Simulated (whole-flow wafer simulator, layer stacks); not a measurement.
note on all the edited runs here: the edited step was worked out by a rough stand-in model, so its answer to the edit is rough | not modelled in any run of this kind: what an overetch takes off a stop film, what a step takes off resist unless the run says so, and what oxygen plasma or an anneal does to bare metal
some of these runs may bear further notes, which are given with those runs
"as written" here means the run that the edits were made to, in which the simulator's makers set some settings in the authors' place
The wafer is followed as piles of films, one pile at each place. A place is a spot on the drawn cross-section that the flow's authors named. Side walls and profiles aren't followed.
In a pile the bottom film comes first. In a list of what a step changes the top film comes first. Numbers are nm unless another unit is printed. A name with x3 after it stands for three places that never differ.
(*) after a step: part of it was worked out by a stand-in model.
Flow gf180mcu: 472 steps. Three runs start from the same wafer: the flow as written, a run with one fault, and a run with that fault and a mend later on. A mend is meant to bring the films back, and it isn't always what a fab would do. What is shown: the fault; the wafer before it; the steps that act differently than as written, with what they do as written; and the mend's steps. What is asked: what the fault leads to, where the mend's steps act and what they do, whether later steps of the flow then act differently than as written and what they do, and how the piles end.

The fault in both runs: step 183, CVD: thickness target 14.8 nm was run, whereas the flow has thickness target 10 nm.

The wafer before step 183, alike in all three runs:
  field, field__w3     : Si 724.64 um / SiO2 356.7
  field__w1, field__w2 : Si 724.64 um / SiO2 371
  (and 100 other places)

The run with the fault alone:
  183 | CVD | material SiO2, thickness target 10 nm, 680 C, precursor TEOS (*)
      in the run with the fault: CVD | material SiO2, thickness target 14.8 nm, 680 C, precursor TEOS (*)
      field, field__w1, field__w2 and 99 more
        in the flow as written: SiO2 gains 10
        in the run with the fault: SiO2 gains 14.8
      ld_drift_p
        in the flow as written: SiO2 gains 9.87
        in the run with the fault: SiO2 gains 14.6
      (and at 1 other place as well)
  Later steps of the flow acting differently than as written (21 more steps, not shown, differ only slightly: by at most 2% or 0.5 nm, whichever is larger):
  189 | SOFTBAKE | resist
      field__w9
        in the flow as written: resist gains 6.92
        in the run with the fault: resist loses 3.08
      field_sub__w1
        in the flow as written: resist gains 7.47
        in the run with the fault: resist gains 9.76
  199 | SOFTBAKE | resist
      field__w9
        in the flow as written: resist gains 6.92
        in the run with the fault: resist loses 3.08
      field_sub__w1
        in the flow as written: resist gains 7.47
        in the run with the fault: resist gains 9.76
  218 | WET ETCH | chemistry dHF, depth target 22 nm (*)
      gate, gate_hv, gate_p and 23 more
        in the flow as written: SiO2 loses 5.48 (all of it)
        in the run with the fault: SiO2 loses 10.3 (all of it)
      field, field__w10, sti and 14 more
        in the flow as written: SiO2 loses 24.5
        in the run with the fault: SiO2 loses 25.2
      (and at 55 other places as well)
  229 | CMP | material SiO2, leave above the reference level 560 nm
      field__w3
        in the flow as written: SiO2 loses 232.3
        in the run with the fault: SiO2 loses 237.3
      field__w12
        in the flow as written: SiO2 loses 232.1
        in the run with the fault: SiO2 loses 237.2
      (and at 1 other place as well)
  By the end, the piles at spacer depart from the flow's by more than 2% or 0.5 nm, whichever is larger.
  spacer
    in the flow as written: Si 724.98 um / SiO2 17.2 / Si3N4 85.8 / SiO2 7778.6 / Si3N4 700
    in the run with the fault: Si 724.98 um / SiO2 22 / Si3N4 85.8 / SiO2 7773.8 / Si3N4 700

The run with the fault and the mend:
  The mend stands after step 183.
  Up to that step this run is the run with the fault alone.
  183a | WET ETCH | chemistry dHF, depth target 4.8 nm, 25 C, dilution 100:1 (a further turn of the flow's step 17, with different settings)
      field, field__w1, field__w2 and 101 more
        SiO2 loses 4.8
  Every later step of the flow that is run acts as written, at every place that is followed, to within 2% or 0.5 nm, whichever is larger.
  At the end the piles are close to the flow's at the places that both follow, differing by at most 2% or 0.5 nm, whichever is larger.
